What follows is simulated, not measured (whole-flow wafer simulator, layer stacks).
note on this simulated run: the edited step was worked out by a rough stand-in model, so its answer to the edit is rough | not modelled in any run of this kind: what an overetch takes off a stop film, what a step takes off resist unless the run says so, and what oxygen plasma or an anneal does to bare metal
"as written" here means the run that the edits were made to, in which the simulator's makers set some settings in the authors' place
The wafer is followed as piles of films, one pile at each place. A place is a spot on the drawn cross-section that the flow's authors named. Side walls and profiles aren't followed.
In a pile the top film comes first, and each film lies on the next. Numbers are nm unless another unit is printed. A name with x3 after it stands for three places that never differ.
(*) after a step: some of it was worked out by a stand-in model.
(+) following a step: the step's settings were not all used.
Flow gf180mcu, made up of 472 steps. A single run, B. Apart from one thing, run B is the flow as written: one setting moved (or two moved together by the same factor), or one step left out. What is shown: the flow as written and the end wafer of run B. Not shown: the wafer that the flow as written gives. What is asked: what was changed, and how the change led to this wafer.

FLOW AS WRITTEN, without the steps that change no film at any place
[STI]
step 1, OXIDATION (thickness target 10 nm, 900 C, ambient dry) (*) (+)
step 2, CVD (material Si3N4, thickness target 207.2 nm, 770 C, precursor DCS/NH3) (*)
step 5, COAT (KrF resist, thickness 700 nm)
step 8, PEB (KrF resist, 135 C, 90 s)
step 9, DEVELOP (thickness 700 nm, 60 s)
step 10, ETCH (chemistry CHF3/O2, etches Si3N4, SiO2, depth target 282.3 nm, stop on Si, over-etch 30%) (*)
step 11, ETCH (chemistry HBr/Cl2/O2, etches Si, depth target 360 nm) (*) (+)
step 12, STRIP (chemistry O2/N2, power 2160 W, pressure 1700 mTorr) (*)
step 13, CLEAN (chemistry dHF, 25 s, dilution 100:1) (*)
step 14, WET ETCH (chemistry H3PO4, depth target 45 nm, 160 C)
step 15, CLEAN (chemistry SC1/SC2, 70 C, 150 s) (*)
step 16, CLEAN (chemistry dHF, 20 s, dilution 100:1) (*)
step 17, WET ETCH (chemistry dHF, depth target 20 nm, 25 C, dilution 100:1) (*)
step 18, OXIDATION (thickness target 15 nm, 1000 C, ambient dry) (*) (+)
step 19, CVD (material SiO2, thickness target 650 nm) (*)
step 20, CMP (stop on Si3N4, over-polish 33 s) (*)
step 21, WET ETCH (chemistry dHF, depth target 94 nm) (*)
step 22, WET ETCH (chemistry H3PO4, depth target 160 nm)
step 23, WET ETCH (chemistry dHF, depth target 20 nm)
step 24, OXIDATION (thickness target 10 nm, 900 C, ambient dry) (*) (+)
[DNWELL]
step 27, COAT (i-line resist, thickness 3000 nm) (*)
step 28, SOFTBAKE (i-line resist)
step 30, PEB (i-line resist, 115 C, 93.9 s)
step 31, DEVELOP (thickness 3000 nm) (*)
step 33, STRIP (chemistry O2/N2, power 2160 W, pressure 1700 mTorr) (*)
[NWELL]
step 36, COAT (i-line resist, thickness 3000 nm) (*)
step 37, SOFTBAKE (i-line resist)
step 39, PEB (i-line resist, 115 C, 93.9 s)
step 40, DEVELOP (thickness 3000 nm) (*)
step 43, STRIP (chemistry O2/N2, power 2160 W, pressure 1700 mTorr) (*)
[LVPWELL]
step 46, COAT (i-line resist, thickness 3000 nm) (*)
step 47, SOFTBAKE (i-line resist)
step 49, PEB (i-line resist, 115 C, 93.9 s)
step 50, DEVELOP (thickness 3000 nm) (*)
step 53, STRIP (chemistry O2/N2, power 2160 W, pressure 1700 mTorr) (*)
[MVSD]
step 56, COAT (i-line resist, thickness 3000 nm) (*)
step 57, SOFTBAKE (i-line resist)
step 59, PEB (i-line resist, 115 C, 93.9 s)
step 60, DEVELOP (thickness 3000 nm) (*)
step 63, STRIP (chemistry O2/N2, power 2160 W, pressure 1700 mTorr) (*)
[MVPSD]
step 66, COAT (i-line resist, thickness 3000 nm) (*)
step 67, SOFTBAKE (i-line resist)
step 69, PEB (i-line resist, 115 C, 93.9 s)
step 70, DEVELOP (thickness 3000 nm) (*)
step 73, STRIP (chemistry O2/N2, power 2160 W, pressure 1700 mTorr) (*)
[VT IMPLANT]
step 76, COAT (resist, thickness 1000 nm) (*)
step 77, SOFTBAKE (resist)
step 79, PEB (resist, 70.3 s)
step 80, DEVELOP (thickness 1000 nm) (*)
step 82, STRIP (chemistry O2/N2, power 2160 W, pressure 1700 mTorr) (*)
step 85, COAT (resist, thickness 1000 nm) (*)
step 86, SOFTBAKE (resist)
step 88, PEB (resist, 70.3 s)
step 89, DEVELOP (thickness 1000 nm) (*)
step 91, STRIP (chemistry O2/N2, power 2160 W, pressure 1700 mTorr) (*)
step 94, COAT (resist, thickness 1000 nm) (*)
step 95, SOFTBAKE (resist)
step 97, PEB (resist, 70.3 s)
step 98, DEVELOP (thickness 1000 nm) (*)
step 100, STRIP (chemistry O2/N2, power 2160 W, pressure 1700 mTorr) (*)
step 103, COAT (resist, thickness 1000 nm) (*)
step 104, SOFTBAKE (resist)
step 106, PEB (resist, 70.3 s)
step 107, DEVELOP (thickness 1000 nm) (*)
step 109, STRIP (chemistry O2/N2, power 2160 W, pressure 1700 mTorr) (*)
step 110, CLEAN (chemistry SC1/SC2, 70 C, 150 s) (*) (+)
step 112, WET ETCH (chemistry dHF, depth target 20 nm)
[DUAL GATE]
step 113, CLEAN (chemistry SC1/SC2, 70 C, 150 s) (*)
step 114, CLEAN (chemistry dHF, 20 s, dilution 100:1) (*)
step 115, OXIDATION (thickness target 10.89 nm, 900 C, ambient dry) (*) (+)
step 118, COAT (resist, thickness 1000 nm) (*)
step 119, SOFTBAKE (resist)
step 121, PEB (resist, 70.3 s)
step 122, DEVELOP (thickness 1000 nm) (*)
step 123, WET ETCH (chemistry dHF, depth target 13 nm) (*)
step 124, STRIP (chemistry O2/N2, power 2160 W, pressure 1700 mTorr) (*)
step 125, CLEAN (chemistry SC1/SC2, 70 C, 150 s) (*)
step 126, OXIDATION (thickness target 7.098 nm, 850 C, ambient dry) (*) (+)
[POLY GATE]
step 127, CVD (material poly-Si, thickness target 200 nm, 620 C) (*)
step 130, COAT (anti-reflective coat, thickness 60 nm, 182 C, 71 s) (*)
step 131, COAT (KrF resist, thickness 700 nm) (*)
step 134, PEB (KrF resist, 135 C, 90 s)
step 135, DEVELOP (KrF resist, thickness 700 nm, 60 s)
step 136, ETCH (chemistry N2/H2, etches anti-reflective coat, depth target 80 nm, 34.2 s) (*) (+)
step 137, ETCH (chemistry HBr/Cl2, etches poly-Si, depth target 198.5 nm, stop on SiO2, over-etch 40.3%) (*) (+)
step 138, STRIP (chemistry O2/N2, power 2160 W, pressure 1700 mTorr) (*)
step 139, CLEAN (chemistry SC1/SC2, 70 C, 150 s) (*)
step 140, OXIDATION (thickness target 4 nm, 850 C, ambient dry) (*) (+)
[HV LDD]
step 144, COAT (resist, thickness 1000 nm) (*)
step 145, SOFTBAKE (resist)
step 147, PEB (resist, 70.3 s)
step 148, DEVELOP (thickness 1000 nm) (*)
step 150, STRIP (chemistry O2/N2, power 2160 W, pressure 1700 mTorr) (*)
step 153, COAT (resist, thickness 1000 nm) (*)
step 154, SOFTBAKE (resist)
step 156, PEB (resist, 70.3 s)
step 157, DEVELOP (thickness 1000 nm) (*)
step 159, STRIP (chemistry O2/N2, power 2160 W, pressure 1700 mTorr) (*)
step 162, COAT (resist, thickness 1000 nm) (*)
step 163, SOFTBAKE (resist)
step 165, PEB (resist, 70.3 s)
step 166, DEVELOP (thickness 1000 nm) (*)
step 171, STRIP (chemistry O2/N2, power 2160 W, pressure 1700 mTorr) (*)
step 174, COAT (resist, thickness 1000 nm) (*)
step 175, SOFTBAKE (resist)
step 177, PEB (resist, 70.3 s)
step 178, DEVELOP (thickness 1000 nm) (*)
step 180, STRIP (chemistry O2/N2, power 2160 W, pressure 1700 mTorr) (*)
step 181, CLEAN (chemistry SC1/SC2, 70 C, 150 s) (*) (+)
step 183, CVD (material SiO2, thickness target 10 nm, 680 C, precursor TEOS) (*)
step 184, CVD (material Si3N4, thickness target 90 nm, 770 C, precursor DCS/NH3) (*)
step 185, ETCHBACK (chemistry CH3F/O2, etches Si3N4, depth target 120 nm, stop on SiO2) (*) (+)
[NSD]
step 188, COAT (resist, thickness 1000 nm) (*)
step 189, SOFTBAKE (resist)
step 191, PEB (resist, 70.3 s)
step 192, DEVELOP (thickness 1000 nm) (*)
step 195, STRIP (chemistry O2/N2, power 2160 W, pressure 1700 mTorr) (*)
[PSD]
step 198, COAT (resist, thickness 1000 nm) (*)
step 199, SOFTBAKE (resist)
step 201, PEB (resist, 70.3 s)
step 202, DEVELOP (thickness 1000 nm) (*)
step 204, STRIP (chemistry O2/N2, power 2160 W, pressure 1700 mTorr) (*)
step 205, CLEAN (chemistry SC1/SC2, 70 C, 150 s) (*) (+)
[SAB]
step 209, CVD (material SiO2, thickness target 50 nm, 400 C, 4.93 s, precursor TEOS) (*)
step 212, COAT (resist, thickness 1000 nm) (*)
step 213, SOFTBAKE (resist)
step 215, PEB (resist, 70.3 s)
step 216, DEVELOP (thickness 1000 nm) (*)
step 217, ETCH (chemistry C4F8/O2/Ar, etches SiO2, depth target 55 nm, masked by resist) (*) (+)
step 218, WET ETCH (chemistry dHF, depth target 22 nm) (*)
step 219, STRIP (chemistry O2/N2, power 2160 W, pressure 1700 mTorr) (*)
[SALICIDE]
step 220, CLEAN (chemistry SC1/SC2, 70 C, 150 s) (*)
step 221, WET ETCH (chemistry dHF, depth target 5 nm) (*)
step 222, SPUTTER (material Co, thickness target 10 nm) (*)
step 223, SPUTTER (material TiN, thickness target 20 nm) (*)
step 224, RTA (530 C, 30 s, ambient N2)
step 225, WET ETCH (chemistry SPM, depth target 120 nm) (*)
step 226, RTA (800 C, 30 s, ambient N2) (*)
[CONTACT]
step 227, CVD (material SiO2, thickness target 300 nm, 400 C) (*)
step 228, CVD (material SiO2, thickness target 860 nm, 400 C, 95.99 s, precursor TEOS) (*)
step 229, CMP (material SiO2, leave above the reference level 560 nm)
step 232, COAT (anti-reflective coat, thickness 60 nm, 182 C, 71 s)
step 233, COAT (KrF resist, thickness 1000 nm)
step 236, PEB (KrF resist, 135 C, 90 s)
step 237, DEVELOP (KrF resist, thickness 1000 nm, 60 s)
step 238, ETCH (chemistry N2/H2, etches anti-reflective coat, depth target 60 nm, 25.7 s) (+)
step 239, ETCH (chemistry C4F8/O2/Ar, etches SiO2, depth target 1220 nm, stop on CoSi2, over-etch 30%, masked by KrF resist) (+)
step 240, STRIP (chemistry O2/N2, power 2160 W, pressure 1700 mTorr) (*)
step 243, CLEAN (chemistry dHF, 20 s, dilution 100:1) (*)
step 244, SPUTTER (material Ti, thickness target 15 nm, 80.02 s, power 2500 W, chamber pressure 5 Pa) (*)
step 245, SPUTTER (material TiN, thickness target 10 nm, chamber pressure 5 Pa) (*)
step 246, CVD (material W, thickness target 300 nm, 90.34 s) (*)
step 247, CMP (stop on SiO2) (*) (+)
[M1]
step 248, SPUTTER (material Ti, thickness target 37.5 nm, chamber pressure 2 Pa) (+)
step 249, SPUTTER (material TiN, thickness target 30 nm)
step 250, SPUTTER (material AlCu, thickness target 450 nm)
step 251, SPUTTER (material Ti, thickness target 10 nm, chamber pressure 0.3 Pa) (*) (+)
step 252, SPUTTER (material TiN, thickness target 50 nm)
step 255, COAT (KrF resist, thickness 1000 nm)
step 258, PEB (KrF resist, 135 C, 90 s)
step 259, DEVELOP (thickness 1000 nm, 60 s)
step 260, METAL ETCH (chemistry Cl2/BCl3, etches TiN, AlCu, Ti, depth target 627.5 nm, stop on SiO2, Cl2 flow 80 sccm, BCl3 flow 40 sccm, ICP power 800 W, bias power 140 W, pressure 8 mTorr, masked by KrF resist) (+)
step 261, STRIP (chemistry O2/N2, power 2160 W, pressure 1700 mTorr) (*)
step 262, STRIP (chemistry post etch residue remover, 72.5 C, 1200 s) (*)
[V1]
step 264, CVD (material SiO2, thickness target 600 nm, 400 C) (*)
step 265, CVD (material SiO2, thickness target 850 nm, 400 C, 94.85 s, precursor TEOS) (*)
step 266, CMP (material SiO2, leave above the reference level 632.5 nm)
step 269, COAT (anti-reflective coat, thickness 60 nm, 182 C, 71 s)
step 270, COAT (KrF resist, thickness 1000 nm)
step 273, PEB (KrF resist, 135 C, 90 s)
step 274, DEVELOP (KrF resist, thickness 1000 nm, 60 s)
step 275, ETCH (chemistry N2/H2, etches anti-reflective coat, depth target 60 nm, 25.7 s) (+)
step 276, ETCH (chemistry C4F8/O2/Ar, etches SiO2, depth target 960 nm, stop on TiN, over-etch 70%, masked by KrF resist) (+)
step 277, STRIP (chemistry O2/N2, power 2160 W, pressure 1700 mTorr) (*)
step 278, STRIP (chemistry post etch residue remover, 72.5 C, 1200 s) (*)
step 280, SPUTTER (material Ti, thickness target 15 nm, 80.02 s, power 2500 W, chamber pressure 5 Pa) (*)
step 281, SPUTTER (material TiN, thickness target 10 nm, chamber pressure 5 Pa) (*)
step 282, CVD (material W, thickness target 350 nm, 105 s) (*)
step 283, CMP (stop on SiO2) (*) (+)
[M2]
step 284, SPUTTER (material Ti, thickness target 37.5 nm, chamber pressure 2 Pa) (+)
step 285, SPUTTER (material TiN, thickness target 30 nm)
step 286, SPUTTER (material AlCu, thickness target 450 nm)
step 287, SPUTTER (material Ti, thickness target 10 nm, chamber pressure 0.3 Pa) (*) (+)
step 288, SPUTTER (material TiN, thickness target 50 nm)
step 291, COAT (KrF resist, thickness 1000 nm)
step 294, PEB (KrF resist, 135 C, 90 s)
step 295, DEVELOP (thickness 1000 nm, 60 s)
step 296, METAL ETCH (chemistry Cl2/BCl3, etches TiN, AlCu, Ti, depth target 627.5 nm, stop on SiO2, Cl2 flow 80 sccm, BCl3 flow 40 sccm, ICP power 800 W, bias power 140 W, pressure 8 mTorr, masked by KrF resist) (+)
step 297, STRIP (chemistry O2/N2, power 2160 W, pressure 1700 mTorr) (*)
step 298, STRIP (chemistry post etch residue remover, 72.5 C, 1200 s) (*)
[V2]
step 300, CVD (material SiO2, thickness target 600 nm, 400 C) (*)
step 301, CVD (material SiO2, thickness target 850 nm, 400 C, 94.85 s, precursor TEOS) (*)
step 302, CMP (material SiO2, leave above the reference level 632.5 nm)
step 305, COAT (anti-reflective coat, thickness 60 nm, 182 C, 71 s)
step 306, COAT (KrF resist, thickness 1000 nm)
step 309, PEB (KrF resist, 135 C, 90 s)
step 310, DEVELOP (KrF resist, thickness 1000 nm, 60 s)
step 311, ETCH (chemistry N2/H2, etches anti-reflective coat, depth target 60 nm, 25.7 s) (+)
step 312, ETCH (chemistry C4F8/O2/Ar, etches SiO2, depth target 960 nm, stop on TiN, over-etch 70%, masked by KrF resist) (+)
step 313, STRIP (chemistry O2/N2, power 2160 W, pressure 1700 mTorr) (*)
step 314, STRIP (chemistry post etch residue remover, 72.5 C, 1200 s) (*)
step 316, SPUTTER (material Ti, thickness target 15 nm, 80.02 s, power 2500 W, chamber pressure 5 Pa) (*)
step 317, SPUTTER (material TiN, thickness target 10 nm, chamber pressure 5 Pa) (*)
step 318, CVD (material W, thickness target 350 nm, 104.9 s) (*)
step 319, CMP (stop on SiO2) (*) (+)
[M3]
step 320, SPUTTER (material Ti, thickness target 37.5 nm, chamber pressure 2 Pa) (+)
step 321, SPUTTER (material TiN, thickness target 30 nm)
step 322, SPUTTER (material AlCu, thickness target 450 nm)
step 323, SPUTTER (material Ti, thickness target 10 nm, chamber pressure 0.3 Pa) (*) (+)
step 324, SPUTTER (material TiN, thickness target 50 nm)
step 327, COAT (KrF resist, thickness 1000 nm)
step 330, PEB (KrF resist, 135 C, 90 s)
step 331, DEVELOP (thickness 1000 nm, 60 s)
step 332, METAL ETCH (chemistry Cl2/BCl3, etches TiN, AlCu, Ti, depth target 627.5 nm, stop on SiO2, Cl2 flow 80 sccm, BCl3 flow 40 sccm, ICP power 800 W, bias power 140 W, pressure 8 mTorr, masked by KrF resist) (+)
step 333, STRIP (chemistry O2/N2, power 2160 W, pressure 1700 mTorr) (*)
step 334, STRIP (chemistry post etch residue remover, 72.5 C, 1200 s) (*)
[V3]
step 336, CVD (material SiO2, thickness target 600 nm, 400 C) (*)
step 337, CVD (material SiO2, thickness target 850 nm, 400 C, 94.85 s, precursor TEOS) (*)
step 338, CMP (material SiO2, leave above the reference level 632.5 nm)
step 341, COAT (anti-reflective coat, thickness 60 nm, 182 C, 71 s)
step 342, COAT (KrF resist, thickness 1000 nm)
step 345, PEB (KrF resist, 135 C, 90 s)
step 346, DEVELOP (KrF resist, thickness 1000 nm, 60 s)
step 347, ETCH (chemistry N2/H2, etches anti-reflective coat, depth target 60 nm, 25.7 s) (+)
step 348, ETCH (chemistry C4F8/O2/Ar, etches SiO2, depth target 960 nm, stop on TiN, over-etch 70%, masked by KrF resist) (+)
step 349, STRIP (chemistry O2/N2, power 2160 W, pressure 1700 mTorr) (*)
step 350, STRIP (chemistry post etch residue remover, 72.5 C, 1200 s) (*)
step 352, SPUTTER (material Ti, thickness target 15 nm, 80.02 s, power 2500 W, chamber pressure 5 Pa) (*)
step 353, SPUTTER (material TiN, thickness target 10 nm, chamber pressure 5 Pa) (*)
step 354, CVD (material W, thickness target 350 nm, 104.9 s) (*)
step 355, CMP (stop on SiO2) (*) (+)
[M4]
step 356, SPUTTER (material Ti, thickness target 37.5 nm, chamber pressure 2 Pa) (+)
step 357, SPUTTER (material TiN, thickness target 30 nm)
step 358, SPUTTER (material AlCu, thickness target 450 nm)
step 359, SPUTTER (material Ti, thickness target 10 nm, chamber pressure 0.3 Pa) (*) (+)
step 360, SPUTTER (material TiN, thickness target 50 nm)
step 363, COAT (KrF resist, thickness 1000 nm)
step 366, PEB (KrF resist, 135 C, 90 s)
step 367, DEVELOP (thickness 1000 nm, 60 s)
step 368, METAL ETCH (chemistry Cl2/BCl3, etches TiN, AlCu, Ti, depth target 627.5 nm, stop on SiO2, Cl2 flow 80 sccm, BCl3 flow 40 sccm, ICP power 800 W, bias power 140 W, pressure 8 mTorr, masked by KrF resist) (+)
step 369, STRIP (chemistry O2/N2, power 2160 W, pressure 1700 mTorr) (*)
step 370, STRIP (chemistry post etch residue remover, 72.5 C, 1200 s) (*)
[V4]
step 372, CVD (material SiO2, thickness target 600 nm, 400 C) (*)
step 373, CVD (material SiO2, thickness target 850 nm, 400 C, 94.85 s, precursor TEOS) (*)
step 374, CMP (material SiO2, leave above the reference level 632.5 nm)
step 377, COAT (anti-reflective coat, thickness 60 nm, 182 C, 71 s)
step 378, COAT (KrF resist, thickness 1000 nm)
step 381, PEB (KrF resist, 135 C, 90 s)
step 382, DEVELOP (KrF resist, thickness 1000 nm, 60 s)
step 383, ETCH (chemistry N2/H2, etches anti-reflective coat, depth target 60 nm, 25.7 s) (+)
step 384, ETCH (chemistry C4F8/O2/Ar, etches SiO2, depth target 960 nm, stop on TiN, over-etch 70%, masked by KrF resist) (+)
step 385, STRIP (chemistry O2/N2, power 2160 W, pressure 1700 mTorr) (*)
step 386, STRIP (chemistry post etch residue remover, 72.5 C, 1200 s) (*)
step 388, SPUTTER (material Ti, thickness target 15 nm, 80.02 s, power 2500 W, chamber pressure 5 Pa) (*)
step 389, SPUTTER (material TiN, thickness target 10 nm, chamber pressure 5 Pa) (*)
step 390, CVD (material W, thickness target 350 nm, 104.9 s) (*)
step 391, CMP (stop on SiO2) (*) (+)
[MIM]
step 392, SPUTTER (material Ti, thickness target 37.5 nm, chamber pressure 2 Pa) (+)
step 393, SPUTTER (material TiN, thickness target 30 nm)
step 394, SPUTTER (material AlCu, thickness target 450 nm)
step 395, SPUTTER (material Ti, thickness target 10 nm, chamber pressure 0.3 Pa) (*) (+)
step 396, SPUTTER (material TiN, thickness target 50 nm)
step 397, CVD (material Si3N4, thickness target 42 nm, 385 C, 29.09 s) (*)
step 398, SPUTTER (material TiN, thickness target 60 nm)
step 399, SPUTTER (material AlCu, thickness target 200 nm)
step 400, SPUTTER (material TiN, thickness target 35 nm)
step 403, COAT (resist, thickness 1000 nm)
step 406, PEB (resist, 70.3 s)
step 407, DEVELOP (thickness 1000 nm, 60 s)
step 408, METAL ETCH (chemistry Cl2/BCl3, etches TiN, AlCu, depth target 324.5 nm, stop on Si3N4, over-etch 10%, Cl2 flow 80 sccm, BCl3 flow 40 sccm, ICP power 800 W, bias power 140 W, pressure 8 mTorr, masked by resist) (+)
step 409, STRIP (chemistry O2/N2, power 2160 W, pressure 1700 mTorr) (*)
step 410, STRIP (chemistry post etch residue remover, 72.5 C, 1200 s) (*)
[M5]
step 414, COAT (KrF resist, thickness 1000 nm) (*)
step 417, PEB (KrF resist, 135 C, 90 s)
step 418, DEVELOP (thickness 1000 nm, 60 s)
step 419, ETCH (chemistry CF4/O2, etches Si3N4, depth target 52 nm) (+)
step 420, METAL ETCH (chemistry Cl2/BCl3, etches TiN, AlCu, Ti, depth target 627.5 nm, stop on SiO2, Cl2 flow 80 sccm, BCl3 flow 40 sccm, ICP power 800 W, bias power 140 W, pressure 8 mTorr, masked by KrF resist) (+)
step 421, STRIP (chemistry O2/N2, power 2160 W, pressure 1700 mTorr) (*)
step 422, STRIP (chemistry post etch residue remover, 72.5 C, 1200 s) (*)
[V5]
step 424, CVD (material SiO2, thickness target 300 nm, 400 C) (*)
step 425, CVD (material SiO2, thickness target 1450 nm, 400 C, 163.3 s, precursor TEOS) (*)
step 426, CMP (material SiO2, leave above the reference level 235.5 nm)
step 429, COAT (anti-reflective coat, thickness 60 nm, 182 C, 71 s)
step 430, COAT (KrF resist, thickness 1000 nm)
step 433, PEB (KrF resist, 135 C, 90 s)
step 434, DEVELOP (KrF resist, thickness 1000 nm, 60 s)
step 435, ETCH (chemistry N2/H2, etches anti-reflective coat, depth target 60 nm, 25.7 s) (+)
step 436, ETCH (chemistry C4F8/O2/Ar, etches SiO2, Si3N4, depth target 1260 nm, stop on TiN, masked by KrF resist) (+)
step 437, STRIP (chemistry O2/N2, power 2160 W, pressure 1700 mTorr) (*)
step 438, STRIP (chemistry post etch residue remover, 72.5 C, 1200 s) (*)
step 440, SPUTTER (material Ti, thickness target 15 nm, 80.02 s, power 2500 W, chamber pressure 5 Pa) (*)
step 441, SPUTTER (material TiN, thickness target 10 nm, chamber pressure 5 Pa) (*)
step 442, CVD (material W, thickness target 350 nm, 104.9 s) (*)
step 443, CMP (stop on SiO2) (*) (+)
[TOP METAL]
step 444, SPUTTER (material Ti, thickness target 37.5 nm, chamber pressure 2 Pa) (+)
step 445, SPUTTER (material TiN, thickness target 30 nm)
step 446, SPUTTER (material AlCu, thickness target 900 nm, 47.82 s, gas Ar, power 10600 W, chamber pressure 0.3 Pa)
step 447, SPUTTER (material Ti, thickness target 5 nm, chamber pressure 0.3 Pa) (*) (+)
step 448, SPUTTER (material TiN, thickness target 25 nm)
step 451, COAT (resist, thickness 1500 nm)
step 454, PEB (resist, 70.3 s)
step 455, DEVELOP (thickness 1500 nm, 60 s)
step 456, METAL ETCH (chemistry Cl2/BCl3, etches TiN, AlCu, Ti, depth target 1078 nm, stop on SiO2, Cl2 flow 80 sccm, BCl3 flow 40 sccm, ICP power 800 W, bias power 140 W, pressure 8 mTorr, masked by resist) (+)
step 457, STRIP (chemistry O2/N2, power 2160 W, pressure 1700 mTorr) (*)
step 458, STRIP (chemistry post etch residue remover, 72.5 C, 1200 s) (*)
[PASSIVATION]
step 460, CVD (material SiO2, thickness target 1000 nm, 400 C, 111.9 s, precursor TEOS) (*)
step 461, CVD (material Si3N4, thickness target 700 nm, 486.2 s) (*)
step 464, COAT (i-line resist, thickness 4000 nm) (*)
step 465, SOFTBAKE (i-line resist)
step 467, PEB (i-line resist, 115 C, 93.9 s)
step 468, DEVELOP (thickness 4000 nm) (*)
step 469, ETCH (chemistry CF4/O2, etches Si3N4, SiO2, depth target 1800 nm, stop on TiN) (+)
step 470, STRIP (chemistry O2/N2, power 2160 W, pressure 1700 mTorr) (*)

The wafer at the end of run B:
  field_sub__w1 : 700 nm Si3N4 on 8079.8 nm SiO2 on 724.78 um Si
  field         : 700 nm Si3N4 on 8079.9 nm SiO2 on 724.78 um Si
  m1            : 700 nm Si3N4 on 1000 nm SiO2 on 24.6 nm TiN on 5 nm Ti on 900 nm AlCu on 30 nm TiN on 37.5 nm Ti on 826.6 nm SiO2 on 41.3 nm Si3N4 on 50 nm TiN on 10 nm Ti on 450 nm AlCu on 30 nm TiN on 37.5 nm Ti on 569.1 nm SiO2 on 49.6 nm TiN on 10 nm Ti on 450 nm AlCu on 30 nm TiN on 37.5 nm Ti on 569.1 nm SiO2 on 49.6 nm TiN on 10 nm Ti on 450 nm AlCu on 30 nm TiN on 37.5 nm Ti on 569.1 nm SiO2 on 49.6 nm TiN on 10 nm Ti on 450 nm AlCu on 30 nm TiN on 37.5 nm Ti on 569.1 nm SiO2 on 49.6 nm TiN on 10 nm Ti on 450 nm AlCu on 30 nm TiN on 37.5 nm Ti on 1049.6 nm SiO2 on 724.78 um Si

The reason: step 11, ETCH: depth target 212 nm was run, though the flow has depth target 360 nm.

Step by step, how the change led to this:
  step 11, ETCH (chemistry HBr/Cl2/O2, etches Si, depth target 360 nm) (*) (+)
      active, n_well, p_well and 40 more: KrF resist loses 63 (in the flow as written it would be: KrF resist loses 112.3)
      field, field_sub, sti and 34 more: Si loses 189 (in the flow as written it would be: Si loses 337)
  step 12, STRIP (chemistry O2/N2, power 2160 W, pressure 1700 mTorr) (*)
      active, n_well, p_well and 40 more: KrF resist loses 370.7 (all of it) (in the flow as written it would be: KrF resist loses 321.4 (all of it))
  step 19, CVD (material SiO2, thickness target 650 nm) (*)
      m1, ld_fp_n, ld_drift_n and 8 more: SiO2 gains 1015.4 (in the flow as written it would be: SiO2 gains 1163.4)
  step 20, CMP (stop on Si3N4, over-polish 33 s) (*)
      sti, mim_1p0, pad and 11 more: SiO2 loses 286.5 (in the flow as written it would be: SiO2 loses 138.5)
      nw_enc_fld, nw_enc_fld_lv: SiO2 loses 290.5 (in the flow as written it would be: SiO2 loses 142.5)
      (also at 10 further places)
  step 115, OXIDATION (thickness target 10.89 nm, 900 C, ambient dry) (*) (+)
      sti, mim_1p0, pad and 19 more: SiO2 gains 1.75, Si loses 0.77 (in the flow as written it would be: SiO2 gains 1.22, Si loses 0.54)
      field, field__w1, field__w2, field__w3, field__w6, field__w12, nw_sep_fld: SiO2 gains 1.81, Si loses 0.8 (in the flow as written it would be: SiO2 gains 1.25, Si loses 0.55)
      (also at 20 further places)
  step 189, SOFTBAKE (resist)
      field__w9: resist loses 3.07 (in the flow as written it would be: resist gains 6.92)
      active_hv: resist loses 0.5 (in the flow as written it would be: resist gains 2.68)
      (also at 1 further place)
  step 199, SOFTBAKE (resist)
      field__w9: resist loses 3.07 (in the flow as written it would be: resist gains 6.92)
      active_hv: resist loses 0.5 (in the flow as written it would be: resist gains 2.68)
      (also at 1 further place)
